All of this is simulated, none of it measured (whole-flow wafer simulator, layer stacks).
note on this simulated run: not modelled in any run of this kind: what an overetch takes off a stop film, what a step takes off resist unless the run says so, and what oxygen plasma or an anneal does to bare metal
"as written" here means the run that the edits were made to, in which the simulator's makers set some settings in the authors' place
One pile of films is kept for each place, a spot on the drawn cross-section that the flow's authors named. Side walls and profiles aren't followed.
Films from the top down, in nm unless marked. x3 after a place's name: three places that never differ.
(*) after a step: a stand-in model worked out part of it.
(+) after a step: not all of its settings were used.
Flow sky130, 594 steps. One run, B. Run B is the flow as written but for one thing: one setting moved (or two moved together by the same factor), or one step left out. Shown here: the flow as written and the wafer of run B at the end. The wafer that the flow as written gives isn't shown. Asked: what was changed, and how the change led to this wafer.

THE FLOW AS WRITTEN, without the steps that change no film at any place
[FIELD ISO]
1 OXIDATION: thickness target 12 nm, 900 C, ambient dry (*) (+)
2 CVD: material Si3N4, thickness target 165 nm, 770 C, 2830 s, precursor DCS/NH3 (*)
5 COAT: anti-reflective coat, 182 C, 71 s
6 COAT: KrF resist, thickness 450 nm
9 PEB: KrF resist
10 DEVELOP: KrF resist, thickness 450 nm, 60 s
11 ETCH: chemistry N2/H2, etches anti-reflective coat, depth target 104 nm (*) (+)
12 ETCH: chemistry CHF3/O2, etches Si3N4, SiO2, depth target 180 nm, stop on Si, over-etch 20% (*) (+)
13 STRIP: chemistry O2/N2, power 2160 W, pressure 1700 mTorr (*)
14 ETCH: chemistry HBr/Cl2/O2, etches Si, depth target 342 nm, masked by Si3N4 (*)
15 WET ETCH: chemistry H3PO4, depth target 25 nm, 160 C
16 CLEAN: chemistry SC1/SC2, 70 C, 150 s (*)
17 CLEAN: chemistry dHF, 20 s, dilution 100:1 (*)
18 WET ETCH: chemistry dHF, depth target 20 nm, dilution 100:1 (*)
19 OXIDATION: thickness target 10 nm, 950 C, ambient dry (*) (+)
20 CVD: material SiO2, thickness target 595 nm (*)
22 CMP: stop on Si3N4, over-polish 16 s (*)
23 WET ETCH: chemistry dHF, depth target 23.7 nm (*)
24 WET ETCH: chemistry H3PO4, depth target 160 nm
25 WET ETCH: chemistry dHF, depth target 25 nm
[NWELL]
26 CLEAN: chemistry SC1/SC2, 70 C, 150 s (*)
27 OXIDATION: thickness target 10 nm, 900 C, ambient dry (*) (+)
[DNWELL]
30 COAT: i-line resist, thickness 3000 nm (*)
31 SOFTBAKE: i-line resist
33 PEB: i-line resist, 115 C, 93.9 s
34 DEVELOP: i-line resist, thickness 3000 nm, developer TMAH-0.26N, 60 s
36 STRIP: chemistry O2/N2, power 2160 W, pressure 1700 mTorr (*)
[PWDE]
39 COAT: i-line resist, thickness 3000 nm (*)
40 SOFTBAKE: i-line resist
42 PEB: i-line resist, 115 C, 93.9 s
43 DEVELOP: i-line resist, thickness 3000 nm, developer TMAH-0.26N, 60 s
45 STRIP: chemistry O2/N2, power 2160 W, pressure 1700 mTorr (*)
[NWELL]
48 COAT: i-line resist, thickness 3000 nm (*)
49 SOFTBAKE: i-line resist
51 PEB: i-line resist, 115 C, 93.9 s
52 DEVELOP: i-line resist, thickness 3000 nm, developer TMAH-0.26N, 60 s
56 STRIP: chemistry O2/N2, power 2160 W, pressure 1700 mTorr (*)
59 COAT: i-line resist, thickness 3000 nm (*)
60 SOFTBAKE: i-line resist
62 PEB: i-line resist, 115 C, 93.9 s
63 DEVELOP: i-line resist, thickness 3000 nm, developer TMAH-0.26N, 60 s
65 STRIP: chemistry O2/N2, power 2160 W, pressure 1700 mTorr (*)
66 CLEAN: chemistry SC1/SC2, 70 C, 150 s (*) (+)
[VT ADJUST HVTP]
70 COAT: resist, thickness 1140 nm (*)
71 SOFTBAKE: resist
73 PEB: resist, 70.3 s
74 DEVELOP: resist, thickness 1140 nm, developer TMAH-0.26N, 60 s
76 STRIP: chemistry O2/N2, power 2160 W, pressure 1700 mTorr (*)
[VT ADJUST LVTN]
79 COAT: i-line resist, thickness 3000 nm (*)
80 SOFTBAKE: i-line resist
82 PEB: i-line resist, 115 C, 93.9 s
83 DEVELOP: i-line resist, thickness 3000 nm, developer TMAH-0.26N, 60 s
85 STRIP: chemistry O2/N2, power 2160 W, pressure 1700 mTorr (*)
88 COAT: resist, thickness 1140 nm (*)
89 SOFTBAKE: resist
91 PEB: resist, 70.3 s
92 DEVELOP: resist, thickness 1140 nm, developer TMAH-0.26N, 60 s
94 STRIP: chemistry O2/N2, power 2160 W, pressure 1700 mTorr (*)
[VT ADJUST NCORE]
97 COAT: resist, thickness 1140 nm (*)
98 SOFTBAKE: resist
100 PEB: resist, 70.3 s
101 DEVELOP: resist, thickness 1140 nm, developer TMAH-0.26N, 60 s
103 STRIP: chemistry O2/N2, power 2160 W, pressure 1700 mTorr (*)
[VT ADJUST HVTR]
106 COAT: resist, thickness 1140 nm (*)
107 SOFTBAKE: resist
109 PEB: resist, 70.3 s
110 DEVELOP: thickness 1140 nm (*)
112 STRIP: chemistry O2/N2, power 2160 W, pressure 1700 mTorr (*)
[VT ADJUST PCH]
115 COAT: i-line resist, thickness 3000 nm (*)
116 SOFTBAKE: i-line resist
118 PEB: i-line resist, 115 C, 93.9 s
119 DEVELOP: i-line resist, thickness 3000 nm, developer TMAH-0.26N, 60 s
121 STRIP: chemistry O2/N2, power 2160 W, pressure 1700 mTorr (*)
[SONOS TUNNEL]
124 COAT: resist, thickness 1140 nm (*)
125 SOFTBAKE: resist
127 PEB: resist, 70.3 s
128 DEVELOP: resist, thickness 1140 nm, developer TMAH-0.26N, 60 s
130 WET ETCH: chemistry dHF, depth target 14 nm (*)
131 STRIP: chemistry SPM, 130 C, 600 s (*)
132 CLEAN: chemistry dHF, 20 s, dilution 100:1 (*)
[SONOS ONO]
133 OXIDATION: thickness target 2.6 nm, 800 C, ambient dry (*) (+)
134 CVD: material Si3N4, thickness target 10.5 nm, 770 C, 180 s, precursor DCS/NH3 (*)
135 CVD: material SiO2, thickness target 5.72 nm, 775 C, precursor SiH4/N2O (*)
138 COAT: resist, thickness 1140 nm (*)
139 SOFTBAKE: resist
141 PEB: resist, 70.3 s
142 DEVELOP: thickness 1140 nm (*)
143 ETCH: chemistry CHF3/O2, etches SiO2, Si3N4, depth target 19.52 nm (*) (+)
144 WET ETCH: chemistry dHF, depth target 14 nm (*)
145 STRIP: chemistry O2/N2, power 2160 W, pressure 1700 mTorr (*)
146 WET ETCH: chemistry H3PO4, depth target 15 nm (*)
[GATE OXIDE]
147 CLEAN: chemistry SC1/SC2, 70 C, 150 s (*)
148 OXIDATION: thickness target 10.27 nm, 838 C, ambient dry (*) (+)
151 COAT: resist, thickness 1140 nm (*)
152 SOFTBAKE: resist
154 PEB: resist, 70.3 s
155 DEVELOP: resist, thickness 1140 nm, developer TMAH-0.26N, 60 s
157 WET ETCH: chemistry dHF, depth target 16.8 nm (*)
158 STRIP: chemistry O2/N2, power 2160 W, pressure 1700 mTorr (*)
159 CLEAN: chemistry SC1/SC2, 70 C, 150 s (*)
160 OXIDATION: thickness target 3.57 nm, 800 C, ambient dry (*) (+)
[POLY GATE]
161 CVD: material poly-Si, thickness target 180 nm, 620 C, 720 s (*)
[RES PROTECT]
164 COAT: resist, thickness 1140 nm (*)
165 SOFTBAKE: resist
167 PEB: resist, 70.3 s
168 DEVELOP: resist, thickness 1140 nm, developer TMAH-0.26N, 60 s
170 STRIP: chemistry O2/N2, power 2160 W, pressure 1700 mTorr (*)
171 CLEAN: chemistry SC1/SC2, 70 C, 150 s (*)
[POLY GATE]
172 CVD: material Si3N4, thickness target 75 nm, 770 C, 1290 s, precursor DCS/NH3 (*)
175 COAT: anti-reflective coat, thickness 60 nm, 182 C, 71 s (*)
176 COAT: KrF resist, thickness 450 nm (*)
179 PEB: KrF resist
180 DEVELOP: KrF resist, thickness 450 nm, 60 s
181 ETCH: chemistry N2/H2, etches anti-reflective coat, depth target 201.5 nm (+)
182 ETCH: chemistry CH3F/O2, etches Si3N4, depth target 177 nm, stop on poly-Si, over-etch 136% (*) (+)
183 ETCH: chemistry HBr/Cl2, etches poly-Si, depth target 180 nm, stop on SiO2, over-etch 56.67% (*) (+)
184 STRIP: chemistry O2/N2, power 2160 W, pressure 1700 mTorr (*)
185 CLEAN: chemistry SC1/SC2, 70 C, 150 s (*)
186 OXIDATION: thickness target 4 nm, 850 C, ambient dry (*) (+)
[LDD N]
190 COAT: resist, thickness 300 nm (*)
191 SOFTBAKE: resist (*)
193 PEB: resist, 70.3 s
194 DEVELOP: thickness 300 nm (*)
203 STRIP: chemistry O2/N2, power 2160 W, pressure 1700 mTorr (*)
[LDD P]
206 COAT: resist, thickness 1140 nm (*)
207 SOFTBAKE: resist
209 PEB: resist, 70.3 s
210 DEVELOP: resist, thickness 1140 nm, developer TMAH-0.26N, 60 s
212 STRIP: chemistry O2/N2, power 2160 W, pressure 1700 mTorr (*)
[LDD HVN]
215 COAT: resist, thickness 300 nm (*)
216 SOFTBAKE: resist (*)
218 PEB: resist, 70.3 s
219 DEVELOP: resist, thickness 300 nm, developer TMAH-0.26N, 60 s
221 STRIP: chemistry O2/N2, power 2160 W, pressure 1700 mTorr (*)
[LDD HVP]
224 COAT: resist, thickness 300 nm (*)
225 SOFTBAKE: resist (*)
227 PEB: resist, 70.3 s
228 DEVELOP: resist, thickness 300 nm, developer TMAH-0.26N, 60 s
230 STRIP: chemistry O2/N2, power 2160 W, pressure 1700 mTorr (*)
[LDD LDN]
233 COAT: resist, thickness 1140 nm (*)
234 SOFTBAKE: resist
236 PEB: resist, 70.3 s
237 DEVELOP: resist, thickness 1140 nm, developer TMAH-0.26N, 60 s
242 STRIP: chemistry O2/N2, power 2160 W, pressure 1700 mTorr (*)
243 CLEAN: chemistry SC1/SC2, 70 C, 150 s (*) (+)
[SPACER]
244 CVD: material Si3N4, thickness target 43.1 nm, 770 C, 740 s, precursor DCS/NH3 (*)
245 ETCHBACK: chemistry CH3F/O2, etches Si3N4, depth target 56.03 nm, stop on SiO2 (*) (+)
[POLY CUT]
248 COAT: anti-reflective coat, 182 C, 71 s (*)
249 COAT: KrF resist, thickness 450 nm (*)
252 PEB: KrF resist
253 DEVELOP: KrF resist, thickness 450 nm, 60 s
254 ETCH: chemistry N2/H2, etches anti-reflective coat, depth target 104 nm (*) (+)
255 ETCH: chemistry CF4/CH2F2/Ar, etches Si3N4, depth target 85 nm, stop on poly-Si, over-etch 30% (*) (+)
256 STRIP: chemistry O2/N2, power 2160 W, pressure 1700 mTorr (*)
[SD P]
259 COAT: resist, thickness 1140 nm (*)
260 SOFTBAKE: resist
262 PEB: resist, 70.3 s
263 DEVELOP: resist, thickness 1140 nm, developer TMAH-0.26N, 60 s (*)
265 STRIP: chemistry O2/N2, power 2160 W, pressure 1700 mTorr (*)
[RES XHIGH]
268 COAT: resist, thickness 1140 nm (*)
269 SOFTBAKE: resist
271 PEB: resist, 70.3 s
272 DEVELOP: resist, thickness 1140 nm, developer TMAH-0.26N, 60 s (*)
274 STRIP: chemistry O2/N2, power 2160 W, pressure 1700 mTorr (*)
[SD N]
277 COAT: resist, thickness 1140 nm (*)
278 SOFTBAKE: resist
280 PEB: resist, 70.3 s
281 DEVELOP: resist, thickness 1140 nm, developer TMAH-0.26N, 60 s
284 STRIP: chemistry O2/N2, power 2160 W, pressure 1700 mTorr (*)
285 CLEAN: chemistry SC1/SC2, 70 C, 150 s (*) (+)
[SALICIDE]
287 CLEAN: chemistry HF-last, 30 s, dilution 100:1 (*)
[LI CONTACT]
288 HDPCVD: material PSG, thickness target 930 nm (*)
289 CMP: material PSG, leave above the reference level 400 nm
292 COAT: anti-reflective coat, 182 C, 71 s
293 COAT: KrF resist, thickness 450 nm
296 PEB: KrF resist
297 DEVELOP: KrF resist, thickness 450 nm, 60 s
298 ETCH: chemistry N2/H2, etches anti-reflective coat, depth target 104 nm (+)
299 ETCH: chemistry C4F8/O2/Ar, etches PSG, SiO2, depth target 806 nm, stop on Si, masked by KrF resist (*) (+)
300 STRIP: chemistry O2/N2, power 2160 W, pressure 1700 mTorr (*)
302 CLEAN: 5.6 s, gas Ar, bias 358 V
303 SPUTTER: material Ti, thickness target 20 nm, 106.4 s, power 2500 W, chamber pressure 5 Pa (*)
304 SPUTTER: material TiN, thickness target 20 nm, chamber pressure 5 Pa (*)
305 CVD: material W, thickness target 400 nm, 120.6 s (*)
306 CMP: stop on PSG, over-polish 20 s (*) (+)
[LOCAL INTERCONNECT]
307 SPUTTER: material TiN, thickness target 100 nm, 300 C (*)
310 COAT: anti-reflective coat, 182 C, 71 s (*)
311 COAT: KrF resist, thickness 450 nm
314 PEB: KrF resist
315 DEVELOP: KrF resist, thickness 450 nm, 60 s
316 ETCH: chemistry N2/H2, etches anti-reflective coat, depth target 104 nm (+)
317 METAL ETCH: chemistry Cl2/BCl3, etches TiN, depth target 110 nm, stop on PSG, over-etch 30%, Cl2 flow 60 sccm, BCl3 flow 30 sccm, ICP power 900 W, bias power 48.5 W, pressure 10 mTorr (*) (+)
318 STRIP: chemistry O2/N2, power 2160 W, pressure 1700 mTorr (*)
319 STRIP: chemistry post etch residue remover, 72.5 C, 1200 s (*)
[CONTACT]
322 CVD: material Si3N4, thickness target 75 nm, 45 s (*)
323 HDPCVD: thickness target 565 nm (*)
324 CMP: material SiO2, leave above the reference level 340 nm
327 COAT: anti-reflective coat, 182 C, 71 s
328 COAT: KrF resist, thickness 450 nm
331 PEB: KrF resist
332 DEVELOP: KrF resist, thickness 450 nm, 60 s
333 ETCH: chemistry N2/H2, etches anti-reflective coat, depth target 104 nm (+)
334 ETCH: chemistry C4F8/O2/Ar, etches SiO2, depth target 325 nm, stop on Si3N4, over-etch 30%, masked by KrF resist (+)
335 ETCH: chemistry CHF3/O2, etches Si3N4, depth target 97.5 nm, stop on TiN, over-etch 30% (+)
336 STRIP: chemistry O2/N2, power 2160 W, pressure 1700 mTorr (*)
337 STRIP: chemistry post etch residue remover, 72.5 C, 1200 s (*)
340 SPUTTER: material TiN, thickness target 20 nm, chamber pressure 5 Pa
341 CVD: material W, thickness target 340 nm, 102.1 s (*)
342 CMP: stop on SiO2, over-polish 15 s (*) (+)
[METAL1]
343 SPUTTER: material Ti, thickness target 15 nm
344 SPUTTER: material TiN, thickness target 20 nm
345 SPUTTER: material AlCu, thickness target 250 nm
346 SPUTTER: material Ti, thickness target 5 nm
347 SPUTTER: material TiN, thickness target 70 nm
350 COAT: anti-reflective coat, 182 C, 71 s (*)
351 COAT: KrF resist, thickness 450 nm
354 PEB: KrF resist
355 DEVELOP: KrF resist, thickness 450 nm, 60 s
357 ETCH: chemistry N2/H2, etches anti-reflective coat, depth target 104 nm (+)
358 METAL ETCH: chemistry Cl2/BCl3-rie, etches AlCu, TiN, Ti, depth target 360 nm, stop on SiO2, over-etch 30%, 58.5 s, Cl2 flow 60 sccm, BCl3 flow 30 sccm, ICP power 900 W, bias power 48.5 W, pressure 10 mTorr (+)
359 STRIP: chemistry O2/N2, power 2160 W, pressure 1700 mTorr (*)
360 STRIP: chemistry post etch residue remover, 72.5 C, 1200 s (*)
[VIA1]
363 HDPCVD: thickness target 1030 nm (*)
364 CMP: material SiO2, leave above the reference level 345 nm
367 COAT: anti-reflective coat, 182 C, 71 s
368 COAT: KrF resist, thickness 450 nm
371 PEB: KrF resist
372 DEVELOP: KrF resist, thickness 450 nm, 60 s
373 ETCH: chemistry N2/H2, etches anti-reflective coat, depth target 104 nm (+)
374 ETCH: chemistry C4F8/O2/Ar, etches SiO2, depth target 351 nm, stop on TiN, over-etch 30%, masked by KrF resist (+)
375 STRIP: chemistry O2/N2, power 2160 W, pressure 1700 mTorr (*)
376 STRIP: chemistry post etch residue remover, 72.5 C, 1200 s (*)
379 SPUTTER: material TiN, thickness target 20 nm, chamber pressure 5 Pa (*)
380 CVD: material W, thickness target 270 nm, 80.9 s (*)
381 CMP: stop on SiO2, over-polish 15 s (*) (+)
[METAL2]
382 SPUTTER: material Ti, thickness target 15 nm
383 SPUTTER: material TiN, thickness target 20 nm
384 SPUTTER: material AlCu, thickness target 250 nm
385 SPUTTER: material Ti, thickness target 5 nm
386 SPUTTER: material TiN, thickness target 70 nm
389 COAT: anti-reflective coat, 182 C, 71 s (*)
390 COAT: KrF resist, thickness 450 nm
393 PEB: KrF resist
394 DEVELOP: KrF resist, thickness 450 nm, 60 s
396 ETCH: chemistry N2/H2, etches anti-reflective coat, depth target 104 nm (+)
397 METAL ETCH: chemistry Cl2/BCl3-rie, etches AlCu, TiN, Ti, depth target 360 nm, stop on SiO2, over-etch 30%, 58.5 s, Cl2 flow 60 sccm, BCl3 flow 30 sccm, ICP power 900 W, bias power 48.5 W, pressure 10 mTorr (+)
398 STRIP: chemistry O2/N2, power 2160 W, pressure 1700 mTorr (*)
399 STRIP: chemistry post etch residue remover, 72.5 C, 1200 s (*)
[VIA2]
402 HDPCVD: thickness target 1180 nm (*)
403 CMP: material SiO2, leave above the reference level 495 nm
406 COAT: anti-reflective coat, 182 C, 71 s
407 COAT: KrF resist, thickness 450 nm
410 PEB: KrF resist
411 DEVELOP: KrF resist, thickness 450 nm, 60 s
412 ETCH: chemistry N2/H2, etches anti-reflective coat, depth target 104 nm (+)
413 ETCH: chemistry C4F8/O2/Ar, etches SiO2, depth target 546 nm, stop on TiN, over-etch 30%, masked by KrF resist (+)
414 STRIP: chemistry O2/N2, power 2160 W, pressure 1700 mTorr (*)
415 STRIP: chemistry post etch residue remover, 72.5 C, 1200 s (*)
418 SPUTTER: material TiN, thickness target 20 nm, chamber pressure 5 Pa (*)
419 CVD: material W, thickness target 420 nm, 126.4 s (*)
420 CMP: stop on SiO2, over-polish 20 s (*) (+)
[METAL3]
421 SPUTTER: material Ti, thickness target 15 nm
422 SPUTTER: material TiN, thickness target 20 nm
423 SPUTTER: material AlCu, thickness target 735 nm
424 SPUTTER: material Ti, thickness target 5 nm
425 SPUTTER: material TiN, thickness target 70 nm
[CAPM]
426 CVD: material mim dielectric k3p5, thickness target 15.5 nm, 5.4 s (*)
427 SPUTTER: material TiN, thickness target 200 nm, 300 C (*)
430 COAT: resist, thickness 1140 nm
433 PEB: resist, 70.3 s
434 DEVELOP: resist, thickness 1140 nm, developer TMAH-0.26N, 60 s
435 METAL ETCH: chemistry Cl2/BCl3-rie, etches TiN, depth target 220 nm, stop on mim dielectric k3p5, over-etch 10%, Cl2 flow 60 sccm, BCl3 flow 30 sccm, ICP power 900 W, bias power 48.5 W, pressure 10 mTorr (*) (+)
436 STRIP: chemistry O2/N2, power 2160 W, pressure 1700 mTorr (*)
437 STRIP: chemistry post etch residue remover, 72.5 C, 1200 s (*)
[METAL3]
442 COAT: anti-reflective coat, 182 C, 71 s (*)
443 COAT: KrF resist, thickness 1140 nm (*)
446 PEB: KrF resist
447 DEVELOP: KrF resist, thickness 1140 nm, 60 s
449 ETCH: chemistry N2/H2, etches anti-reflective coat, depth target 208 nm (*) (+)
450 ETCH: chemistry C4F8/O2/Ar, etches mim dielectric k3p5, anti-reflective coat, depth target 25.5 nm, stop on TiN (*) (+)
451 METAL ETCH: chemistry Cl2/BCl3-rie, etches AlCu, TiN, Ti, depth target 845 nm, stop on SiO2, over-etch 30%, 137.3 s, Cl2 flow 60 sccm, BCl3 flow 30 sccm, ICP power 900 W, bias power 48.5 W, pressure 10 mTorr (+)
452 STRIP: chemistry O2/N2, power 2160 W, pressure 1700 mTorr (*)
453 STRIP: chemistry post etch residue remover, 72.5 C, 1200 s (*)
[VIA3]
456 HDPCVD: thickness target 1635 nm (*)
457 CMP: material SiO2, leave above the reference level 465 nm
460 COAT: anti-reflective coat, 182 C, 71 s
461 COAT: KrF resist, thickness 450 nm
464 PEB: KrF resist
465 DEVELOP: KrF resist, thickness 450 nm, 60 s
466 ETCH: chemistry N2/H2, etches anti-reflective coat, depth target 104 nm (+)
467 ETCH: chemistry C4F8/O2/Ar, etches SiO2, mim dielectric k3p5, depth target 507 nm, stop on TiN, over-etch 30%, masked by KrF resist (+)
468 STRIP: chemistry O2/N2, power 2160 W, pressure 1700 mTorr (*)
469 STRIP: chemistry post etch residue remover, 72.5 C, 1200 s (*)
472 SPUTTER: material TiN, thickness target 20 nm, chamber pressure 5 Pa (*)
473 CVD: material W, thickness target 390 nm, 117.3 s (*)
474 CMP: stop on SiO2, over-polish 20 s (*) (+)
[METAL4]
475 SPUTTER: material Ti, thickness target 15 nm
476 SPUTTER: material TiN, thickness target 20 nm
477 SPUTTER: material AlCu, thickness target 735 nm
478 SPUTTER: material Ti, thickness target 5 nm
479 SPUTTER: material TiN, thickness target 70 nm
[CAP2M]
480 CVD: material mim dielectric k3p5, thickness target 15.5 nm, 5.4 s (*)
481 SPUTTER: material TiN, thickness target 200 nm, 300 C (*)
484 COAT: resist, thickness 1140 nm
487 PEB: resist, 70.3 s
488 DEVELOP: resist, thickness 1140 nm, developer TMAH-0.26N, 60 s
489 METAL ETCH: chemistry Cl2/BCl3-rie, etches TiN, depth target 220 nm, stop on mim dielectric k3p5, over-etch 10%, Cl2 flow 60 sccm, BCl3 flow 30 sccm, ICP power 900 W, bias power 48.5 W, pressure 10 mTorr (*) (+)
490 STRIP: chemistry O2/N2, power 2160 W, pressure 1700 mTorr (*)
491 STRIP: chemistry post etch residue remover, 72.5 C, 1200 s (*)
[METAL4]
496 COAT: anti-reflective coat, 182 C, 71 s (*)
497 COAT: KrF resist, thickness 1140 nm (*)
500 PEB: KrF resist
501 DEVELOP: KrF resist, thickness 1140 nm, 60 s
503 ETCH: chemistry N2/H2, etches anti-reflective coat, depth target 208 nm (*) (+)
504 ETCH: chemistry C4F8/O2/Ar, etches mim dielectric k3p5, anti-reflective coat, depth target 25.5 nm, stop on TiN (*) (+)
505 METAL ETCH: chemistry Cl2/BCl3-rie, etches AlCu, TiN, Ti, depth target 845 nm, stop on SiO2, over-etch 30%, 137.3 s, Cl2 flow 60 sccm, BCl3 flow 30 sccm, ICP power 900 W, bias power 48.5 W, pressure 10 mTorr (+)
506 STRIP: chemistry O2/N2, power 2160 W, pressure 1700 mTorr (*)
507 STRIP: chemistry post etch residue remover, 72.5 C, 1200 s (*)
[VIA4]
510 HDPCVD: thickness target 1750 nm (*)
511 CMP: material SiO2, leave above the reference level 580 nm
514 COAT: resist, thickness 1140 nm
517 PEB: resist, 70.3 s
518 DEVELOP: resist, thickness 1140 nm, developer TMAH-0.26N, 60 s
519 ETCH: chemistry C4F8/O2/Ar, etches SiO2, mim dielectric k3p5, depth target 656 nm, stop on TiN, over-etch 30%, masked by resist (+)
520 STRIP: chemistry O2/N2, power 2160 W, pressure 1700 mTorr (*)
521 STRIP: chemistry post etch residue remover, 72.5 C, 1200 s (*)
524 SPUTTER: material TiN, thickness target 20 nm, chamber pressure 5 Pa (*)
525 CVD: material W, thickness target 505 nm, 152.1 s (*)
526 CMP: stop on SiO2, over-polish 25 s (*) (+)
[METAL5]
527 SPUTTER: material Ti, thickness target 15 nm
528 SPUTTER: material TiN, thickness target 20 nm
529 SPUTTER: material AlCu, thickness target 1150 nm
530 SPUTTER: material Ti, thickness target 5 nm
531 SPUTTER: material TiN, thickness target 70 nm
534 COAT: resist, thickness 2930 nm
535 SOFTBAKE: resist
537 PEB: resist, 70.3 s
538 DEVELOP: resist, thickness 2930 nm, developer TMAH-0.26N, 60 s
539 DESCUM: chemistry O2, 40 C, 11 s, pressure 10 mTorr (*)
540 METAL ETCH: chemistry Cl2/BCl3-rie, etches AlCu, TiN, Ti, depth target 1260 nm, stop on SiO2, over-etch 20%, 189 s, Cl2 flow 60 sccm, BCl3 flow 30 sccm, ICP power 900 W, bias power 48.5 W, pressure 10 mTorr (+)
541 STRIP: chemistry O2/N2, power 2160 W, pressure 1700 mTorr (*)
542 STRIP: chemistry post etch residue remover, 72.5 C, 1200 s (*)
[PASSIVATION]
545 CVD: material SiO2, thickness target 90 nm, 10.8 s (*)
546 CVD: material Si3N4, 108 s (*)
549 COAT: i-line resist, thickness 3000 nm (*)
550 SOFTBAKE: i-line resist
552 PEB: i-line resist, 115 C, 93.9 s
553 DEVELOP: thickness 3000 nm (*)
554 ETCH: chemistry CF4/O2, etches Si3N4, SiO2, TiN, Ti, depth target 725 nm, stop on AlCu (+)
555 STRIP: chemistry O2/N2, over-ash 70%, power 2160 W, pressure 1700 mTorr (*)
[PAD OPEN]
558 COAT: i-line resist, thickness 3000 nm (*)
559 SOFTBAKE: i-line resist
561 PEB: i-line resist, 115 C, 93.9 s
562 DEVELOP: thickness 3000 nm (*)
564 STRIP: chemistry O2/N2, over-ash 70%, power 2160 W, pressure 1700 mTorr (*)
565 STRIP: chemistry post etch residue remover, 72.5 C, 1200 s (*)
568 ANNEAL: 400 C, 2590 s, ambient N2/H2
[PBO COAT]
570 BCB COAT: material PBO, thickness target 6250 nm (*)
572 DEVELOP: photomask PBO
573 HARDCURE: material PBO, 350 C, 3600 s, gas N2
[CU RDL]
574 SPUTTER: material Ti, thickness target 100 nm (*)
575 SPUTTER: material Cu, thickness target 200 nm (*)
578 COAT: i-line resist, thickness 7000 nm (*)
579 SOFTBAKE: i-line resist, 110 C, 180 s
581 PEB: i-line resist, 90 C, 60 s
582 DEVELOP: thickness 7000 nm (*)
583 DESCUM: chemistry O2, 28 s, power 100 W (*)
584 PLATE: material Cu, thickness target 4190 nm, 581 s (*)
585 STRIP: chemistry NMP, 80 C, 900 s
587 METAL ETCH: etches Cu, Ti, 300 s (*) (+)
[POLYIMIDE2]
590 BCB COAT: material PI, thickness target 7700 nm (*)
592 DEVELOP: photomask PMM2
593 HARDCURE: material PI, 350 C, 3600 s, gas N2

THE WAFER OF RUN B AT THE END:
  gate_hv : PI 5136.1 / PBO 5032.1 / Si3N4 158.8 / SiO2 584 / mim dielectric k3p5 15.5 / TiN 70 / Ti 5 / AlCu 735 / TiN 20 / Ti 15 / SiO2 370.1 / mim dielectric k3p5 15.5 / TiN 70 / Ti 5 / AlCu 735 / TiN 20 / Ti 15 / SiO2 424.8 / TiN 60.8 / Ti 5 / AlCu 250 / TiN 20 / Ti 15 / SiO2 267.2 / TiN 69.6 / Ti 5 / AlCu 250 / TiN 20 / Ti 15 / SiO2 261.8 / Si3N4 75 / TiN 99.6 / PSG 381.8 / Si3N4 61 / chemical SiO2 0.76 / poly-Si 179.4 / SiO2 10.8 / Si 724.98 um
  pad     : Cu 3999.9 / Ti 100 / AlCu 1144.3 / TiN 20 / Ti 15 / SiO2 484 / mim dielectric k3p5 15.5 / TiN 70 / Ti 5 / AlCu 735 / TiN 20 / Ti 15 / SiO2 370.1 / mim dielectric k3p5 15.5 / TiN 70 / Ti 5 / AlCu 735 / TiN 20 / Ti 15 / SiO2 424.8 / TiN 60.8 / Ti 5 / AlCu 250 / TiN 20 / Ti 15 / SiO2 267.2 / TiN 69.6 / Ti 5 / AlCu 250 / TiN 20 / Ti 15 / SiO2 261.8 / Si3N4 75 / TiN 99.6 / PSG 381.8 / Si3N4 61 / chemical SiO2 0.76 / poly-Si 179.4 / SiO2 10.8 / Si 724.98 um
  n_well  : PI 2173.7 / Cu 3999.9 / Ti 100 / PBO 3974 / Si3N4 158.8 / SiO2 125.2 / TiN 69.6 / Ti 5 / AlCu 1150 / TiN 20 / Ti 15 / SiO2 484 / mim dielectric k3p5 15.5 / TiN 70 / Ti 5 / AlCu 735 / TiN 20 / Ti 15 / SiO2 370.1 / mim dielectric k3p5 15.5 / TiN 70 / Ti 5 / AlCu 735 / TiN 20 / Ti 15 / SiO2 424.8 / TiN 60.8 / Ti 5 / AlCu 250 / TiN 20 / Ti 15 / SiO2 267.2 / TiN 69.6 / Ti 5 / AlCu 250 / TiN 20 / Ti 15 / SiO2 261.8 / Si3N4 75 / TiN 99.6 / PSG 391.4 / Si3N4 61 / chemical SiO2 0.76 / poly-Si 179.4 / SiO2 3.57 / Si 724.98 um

The cause: step 386, SPUTTER: thickness target 61.2 nm was run, where the flow has thickness target 70 nm.

How the change led to this, step by step:
  386 SPUTTER: material TiN, thickness target 70 nm
      field, active, n_well and 188 more: TiN +61.2 (new film) (as written it would be: TiN +70 (new film))
  397 METAL ETCH: chemistry Cl2/BCl3-rie, etches AlCu, TiN, Ti, depth target 360 nm, stop on SiO2, over-etch 30%, 58.5 s, Cl2 flow 60 sccm, BCl3 flow 30 sccm, ICP power 900 W, bias power 48.5 W, pressure 10 mTorr (+)
      field, active, gate and 82 more: TiN -59.9 (all of it), Ti -5 (all of it), AlCu -250 (all of it), TiN -20 (all of it), Ti -15 (all of it), SiO2 -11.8 (as written it would be: TiN -68.7 (all of it), Ti -5 (all of it), AlCu -250 (all of it), TiN -20 (all of it), Ti -15 (all of it), SiO2 -10.9)
  413 ETCH: chemistry C4F8/O2/Ar, etches SiO2, depth target 546 nm, stop on TiN, over-etch 30%, masked by KrF resist (+)
      m1: SiO2 -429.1 (all of it) (as written it would be: SiO2 -420.3 (all of it))
      via2_hole: SiO2 -428.6 (all of it) (as written it would be: SiO2 -419.8 (all of it))
